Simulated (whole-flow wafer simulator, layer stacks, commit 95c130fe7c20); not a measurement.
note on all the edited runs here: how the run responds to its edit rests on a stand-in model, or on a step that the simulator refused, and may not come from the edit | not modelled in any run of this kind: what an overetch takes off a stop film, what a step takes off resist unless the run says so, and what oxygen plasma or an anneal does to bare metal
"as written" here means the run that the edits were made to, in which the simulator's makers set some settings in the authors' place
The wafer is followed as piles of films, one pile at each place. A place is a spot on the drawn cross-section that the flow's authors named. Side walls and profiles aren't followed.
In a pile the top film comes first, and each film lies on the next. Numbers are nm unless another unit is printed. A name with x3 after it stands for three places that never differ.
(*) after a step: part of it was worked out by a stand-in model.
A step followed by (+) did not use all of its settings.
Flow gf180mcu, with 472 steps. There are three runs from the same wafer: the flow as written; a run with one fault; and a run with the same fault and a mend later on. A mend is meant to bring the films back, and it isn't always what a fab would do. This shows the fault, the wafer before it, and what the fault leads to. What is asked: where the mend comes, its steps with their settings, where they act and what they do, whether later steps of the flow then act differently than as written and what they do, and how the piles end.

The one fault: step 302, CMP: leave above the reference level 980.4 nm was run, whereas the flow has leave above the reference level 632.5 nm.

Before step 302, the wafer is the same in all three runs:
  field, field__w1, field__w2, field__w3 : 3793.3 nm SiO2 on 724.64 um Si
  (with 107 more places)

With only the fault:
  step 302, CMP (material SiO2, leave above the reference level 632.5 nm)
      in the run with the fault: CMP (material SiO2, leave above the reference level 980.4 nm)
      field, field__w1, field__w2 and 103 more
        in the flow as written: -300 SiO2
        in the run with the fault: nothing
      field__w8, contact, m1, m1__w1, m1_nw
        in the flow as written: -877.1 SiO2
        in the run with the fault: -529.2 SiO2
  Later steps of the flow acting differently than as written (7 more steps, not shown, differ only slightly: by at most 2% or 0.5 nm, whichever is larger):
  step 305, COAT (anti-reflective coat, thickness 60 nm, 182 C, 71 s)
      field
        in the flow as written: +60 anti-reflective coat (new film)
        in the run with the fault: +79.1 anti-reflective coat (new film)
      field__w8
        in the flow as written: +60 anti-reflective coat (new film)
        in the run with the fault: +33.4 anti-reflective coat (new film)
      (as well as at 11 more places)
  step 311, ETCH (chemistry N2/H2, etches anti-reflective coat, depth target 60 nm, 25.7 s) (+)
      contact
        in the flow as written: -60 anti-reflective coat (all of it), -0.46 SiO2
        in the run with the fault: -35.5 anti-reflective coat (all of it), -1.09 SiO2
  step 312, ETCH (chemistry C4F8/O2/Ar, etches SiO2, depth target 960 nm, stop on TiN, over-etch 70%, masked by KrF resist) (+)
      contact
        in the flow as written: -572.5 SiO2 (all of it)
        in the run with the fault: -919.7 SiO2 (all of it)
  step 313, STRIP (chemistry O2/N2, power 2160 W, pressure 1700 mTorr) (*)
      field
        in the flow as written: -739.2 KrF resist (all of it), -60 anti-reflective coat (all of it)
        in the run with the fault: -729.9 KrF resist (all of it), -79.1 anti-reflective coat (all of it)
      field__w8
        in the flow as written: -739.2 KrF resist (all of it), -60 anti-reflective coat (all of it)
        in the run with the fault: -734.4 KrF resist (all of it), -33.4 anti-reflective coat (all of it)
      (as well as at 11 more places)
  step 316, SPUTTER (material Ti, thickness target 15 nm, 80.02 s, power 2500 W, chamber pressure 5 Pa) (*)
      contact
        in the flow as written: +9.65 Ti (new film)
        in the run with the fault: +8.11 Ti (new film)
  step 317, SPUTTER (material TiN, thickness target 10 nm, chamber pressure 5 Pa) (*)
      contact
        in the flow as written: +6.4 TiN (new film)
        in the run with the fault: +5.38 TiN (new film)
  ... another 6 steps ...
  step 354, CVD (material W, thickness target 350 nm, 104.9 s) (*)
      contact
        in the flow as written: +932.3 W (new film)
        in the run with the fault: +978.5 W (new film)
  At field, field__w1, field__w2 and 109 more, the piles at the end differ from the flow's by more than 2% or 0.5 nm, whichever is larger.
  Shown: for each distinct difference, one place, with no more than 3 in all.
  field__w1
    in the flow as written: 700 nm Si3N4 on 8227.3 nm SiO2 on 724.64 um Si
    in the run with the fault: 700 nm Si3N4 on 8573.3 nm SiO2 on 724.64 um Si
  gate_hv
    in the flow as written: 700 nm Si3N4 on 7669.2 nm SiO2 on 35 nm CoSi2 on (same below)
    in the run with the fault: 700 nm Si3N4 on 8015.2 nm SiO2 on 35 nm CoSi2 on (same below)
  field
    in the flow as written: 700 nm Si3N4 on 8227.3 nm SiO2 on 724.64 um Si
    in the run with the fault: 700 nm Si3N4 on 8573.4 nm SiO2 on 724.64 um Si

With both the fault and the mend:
  The mend stands after step 310.
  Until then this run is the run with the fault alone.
  step 310a, STRIP (chemistry O2/N2, power 2160 W, pressure 1700 mTorr) (*)
      iso_ptap_pw, iso_ntap_nw, iso_nw_fld and 33 more
        -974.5 KrF resist (all of it), -60 anti-reflective coat (all of it)
      field_sub, field_sub__w1, field_sub__w2 and 14 more
        -974.9 KrF resist (all of it), -60.1 anti-reflective coat (all of it)
      field__w6, field__w7, field__w11 and 6 more
        -975 KrF resist (all of it), -60.1 anti-reflective coat (all of it)
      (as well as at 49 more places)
  step 310b, CMP (material SiO2, leave above the reference level 632.5 nm) (a further turn of the flow's step 302)
      field, field__w1, field__w2 and 103 more
        -300 SiO2
      field__w8, contact, m1, m1__w1, m1_nw
        -347.9 SiO2
  step 310c, HMDS (120 C, 60 s) (a further turn of the flow's step 304)
      does not change any film at any place that is followed
  step 310d, COAT (anti-reflective coat, thickness 60 nm, 182 C, 71 s) (a further turn of the flow's step 305)
      field, field__w1, field__w2 and 108 more
        +60 anti-reflective coat (new film)
  step 310e, COAT (KrF resist, thickness 1000 nm) (a further turn of the flow's step 306)
      field, field__w1, field__w2 and 108 more
        +1000 KrF resist (new film)
  step 310f, SOFTBAKE (KrF resist) (a further turn of the flow's step 307)
      does not change any film at any place that is followed
  step 310g, EXPOSE (photomask Via2) (a further turn of the flow's step 308)
      does not change any film at any place that is followed
  step 310h, PEB (KrF resist, 135 C, 90 s) (a further turn of the flow's step 309)
      field, field__w1, field__w2 and 108 more
        -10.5 KrF resist
  step 310i, DEVELOP (KrF resist, thickness 1000 nm, 60 s) (a further turn of the flow's step 310)
      field, field__w1, field__w2 and 107 more
        -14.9 KrF resist
      contact
        -989.5 KrF resist (all of it)
  Every later step of the flow that is run acts as written at every place that is followed.
  By the end, the piles equal the flow's at every place that both follow.
